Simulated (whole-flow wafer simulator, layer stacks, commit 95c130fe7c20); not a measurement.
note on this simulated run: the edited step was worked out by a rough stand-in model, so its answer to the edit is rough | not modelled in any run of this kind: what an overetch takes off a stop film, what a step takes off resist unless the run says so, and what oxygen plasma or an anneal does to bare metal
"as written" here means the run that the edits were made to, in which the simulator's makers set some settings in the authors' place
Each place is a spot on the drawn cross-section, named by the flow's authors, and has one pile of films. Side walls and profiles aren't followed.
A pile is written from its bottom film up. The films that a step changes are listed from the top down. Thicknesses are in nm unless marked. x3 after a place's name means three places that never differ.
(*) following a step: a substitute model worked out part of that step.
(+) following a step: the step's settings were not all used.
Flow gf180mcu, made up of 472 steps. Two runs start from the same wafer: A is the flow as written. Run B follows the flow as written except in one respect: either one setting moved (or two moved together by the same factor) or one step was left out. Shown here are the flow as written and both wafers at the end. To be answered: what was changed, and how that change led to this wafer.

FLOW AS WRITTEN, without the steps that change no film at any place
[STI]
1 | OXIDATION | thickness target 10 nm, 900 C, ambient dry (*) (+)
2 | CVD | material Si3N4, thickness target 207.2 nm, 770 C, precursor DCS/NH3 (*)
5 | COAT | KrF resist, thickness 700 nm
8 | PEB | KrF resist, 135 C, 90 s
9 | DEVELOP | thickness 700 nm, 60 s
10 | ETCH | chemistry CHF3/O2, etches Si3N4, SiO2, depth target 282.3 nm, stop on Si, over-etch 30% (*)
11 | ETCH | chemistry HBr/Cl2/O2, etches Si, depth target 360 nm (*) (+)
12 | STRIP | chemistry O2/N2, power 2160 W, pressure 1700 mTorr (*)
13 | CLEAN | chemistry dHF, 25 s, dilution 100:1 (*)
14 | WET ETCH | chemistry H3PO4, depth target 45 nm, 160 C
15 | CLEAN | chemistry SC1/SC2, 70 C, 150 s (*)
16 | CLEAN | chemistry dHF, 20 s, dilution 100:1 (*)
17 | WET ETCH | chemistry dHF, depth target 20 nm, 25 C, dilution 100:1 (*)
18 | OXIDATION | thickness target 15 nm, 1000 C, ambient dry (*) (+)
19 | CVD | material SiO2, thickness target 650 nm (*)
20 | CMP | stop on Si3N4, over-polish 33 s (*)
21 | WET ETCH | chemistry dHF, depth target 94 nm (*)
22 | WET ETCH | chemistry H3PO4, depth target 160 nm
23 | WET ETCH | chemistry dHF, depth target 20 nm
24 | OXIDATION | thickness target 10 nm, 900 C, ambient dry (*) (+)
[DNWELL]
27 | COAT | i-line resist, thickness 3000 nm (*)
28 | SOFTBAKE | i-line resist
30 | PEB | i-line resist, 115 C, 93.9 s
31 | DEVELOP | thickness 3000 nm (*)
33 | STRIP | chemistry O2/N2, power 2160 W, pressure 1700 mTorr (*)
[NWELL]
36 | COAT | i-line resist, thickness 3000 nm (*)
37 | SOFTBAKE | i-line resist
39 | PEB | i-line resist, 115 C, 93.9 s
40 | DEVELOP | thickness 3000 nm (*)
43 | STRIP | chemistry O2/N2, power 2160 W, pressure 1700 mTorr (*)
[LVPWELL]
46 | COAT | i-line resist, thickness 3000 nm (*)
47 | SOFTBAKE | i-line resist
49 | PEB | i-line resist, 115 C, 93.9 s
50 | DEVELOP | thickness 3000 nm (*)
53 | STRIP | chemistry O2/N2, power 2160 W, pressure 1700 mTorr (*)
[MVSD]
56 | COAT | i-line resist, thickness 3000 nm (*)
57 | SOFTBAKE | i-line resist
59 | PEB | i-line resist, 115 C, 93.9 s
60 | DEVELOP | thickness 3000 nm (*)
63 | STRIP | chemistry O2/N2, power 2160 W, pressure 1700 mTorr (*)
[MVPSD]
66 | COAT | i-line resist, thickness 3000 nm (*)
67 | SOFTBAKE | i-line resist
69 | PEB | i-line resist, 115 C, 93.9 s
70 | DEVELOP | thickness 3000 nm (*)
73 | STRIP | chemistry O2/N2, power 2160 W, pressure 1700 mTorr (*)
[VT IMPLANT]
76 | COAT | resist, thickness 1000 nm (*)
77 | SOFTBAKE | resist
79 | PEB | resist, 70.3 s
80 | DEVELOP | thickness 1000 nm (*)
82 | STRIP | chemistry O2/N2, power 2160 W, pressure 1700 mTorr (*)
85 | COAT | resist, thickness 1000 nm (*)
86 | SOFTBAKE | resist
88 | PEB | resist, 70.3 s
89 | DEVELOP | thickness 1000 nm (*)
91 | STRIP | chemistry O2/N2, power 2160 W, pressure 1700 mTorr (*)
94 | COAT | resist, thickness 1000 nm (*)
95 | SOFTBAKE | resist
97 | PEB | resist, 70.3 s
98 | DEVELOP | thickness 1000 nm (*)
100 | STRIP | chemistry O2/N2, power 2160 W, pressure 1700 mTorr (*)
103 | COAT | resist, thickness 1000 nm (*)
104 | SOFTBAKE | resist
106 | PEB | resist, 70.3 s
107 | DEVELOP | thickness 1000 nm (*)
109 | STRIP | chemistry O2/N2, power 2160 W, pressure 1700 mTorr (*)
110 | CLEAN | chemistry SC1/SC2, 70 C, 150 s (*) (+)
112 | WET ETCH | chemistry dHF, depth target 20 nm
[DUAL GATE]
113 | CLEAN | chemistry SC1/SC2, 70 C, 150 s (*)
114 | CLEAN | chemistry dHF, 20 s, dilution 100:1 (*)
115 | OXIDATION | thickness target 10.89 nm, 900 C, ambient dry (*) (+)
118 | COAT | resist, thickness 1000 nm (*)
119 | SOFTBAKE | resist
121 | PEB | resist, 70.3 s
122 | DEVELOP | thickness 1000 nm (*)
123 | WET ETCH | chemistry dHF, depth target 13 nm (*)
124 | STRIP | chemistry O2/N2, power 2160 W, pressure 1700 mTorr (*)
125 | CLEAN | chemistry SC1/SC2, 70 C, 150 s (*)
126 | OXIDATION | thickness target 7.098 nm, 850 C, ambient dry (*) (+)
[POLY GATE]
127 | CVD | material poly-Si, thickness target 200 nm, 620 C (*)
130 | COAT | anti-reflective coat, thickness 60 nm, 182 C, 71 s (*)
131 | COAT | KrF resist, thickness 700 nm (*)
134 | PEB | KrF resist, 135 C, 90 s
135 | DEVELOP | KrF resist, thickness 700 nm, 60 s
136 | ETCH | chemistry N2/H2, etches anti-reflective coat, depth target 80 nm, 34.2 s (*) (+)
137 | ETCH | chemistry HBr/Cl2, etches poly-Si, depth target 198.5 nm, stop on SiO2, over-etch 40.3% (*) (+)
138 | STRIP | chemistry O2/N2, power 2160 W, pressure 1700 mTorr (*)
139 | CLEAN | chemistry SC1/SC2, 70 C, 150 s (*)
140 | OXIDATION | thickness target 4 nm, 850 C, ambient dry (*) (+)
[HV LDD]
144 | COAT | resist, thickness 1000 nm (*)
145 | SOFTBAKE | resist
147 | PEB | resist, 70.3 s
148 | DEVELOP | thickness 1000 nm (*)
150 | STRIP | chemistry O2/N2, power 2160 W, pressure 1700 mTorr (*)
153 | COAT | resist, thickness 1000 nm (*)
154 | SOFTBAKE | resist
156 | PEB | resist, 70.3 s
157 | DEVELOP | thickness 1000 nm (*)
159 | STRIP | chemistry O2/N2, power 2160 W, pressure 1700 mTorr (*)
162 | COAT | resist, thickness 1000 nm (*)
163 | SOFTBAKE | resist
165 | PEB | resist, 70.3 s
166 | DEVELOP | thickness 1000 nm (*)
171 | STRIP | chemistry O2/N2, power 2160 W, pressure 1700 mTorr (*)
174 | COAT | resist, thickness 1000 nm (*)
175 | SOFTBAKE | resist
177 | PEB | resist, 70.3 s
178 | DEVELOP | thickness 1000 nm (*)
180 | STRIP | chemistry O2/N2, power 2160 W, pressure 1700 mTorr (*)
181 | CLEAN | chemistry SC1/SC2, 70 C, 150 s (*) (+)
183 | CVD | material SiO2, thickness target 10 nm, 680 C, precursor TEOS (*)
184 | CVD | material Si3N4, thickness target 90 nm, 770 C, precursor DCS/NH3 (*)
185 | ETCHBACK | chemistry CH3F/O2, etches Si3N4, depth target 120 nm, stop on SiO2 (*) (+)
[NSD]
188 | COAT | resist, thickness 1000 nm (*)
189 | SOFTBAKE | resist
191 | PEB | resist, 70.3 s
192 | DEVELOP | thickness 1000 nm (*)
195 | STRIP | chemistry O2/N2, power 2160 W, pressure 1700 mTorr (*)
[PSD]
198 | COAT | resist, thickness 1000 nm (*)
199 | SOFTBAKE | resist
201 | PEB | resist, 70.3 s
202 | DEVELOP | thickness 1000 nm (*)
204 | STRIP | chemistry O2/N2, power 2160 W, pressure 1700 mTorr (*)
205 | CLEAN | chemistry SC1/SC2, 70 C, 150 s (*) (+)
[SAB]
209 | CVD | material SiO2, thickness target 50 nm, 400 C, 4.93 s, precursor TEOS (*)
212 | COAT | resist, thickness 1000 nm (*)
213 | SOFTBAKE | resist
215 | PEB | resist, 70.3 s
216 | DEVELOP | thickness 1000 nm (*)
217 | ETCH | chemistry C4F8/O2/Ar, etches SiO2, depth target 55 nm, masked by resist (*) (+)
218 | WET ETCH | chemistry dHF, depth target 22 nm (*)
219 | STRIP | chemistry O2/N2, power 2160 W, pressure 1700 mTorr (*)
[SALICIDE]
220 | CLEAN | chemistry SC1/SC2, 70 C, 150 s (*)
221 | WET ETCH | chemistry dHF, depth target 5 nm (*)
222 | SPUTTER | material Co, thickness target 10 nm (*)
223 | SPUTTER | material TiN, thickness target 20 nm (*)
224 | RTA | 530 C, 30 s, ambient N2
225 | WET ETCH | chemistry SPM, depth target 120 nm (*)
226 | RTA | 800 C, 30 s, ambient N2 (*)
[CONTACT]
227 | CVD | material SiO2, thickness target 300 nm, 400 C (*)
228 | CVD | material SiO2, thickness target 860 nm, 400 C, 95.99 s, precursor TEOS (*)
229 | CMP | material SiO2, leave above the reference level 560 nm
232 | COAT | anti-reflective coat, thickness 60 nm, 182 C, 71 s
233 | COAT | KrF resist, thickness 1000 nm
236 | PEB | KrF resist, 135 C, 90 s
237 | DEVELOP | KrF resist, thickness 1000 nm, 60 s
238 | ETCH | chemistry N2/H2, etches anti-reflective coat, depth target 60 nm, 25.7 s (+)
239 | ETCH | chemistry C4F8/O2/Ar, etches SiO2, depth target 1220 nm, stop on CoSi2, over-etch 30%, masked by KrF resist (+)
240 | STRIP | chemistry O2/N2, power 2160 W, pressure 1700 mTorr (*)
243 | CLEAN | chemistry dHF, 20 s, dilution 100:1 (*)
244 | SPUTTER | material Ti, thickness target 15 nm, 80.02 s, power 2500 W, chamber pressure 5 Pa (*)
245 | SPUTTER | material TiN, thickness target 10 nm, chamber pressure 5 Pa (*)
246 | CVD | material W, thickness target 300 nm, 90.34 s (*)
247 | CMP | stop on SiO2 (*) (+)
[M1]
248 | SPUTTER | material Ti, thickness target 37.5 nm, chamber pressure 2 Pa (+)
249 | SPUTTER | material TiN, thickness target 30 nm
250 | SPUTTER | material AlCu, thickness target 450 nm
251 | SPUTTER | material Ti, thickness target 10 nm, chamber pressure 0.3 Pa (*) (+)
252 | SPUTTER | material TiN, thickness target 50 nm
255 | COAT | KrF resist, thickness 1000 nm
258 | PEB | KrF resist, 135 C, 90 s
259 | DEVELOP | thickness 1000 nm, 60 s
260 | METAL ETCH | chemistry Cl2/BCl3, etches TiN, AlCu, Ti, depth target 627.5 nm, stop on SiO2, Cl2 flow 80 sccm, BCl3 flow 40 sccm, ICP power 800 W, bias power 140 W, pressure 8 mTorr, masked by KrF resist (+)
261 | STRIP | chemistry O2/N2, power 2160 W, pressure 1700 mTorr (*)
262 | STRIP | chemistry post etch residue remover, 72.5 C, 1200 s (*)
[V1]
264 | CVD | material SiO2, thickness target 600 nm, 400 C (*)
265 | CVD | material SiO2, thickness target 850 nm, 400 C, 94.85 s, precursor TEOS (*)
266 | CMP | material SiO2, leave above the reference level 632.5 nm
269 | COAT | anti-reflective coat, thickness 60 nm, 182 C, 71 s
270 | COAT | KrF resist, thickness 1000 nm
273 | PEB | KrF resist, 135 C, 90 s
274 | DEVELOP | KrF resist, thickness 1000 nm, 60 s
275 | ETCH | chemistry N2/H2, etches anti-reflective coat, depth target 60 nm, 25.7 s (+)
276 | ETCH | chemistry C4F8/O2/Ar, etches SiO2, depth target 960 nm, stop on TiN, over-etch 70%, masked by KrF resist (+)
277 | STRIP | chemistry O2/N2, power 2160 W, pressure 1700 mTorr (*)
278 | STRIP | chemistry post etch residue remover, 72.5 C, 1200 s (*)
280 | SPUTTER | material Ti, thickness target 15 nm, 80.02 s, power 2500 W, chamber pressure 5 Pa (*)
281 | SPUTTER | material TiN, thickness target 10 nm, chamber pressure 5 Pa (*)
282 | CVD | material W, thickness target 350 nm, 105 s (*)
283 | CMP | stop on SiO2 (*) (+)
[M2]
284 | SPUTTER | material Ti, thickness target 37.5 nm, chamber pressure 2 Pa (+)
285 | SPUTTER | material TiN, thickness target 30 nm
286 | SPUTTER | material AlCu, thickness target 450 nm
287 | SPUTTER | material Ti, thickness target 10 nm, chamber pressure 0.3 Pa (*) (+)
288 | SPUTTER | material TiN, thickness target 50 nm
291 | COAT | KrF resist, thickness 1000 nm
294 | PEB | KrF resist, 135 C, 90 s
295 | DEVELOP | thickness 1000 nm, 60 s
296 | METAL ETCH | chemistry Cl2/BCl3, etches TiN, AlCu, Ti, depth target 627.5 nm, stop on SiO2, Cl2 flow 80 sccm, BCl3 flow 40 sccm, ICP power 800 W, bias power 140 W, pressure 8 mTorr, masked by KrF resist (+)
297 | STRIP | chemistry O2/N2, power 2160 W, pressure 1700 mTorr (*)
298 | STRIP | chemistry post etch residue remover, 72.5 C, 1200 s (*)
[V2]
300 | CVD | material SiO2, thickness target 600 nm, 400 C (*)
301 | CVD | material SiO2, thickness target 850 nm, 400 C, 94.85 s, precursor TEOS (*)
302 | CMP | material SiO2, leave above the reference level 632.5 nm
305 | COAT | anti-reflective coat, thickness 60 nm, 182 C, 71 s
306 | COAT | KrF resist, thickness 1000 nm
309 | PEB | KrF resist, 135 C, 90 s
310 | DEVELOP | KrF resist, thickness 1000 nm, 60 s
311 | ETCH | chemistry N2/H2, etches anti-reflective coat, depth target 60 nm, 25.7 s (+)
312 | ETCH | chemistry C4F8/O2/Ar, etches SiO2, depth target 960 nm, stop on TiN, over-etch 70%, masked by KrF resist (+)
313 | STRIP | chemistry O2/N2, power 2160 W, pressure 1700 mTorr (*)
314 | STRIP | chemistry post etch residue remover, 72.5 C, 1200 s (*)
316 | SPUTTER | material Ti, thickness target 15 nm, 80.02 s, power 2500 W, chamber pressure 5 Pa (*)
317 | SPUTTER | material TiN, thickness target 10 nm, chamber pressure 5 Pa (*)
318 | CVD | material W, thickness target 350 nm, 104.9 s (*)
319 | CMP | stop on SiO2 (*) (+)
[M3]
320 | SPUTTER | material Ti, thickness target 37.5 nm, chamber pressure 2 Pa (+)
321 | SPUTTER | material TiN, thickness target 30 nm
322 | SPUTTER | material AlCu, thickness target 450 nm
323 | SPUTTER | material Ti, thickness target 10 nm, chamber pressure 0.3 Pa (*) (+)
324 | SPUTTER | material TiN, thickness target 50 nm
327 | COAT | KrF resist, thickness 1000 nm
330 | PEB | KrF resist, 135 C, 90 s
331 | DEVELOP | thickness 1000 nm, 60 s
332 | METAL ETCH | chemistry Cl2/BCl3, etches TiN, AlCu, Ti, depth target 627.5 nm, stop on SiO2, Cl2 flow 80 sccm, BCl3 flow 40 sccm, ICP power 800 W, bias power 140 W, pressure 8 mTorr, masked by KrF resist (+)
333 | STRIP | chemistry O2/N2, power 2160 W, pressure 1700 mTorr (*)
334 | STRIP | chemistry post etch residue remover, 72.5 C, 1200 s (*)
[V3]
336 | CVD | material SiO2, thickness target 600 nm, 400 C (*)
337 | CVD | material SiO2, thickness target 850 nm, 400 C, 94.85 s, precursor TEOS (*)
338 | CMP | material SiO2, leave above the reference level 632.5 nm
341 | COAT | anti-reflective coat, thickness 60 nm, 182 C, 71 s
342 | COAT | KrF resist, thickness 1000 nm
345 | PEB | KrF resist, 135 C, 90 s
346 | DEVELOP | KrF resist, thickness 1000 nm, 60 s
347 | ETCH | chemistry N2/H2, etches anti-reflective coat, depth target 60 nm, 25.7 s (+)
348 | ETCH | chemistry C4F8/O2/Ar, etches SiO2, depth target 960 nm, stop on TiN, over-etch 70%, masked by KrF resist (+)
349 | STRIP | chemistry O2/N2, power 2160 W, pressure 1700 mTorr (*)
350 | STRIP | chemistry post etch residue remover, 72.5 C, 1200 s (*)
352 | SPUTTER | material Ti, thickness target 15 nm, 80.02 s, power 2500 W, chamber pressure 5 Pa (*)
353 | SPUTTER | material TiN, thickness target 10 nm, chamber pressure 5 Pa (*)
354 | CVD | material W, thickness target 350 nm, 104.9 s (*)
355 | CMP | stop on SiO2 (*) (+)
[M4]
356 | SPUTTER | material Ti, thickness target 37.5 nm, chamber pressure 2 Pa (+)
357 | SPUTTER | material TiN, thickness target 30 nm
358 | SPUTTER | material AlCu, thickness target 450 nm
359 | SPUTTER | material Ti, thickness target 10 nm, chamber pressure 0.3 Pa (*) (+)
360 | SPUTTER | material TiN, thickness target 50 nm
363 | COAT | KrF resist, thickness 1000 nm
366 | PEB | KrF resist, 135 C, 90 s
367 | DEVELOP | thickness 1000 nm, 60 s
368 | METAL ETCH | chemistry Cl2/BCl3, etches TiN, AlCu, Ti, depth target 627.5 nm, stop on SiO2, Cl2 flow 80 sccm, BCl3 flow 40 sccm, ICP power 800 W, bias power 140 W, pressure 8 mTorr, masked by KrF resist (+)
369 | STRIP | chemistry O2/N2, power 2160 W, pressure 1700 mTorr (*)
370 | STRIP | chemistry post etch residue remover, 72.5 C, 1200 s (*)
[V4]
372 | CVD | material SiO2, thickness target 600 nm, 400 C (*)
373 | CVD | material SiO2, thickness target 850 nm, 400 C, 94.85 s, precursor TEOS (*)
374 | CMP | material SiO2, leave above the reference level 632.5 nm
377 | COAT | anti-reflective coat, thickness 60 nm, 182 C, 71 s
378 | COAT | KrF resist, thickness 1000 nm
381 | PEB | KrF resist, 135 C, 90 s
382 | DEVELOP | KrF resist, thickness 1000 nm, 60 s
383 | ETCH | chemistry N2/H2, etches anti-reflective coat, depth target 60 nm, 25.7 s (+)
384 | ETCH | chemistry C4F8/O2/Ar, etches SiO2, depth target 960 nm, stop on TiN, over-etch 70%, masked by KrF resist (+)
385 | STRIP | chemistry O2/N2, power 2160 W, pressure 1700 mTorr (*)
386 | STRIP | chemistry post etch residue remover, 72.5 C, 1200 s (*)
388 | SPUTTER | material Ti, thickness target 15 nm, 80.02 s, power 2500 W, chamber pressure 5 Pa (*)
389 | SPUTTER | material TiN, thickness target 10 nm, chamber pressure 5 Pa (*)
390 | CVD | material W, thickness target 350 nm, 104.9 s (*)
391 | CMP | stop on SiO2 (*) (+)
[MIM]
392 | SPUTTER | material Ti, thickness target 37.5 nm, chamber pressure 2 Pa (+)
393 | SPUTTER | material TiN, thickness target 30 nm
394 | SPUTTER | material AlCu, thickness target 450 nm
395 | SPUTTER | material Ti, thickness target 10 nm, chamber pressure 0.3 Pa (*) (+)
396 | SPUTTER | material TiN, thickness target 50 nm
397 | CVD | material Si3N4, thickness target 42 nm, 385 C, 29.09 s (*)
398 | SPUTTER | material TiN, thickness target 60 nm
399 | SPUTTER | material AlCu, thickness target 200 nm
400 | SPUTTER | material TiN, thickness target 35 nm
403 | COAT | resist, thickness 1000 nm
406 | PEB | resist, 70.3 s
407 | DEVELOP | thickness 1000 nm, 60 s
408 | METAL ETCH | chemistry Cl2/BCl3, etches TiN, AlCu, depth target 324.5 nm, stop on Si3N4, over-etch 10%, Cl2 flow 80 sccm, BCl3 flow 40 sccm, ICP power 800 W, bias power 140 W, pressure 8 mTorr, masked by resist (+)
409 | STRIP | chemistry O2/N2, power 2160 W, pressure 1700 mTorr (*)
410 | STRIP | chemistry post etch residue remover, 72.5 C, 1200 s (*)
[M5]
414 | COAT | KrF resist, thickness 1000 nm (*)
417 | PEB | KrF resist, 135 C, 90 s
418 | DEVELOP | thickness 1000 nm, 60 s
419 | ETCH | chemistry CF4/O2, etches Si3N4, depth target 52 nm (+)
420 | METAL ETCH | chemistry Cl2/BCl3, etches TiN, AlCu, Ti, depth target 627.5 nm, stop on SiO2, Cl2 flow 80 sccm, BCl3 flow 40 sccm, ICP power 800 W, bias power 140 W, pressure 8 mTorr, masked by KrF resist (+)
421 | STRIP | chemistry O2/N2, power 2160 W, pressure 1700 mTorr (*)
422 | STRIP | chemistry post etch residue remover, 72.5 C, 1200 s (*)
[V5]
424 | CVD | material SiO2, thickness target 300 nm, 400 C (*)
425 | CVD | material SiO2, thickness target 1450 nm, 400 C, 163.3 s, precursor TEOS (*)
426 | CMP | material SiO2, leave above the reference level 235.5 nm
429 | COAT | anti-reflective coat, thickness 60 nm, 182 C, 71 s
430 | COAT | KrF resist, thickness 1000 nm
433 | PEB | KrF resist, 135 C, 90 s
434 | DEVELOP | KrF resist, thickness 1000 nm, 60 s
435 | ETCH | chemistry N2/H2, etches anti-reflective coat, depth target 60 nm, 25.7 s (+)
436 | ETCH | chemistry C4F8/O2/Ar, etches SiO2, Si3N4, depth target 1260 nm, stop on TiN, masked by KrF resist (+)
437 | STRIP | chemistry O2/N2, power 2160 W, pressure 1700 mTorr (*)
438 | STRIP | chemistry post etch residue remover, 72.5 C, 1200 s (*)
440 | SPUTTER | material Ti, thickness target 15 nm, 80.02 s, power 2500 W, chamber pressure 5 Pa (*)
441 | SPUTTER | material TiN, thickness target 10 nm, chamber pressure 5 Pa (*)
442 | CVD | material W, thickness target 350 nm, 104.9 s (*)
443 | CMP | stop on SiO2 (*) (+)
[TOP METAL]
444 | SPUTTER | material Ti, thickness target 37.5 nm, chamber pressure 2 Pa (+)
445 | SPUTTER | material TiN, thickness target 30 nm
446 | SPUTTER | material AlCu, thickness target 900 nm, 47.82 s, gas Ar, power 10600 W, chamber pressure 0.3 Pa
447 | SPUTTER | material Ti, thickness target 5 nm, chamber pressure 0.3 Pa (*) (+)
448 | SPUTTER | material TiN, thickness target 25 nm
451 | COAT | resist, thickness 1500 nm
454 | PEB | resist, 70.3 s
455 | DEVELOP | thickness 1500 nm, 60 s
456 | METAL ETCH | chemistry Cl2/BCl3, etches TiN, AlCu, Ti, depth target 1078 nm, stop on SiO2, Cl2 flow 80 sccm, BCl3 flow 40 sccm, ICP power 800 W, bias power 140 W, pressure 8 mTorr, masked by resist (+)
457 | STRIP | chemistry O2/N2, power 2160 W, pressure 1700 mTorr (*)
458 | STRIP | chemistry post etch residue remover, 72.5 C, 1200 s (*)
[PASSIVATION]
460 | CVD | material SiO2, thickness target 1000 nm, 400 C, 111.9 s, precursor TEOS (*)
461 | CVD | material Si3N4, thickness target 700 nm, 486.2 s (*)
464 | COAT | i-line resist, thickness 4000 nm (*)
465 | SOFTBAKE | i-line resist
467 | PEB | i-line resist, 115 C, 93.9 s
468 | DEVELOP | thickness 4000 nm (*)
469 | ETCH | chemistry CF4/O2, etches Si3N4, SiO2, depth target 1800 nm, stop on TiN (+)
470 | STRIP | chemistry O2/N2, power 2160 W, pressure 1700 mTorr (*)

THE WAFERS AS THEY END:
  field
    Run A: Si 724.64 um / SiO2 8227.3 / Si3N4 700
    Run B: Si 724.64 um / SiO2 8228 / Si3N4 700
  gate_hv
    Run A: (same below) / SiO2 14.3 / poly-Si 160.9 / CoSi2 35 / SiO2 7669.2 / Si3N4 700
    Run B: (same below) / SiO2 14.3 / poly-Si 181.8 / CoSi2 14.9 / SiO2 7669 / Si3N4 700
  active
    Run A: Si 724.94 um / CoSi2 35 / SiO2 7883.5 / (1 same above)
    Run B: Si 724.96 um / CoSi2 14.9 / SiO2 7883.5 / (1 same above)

The reason: step 222, SPUTTER: thickness target 4.25 nm was run, though the flow has thickness target 10 nm.

How this came from the change, step by step:
  222 | SPUTTER | material Co, thickness target 10 nm (*)
      field, field__w7, field__w8 and 71 more: A +10 Co (new film) | B +4.25 Co (new film)
      field__w6, field_sub, field_sub__w2: A +9.95 Co (new film) | B +4.23 Co (new film)
      (and at 34 other places as well)
  224 | RTA | 530 C, 30 s, ambient N2
      gate, gate_hv, gate_p and 22 more: A under 1 film: +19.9 CoSi (new film), -10 Co (all of it), -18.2 poly-Si | B under 1 film: +8.45 CoSi (new film), -4.25 Co (all of it), -7.74 poly-Si
      active, p_well, sd_n and 11 more: A under 1 film: +19.9 CoSi (new film), -10 Co (all of it), -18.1 Si | B under 1 film: +8.45 CoSi (new film), -4.25 Co (all of it), -7.71 Si
      (and at 10 other places as well)
  225 | WET ETCH | chemistry SPM, depth target 120 nm (*)
      field, field__w7, field__w8 and 32 more: A -20 TiN (all of it), -10 Co (all of it) | B -20 TiN (all of it), -4.25 Co (all of it)
      field__w9, nw_enc_fld_lv__w3: A -19.1 TiN (all of it), -9.6 Co (all of it) | B -19.1 TiN (all of it), -4.08 Co (all of it)
      (and at 25 other places as well)
  226 | RTA | 800 C, 30 s, ambient N2 (*)
      gate, gate_hv, gate_p and 22 more: A +35 CoSi2 (new film), -19.9 CoSi (all of it), -18.2 poly-Si | B +14.9 CoSi2 (new film), -8.45 CoSi (all of it), -7.74 poly-Si
      active, p_well, sd_n and 11 more: A +35 CoSi2 (new film), -19.9 CoSi (all of it), -18.1 Si | B +14.9 CoSi2 (new film), -8.45 CoSi (all of it), -7.71 Si
      (and at 10 other places as well)
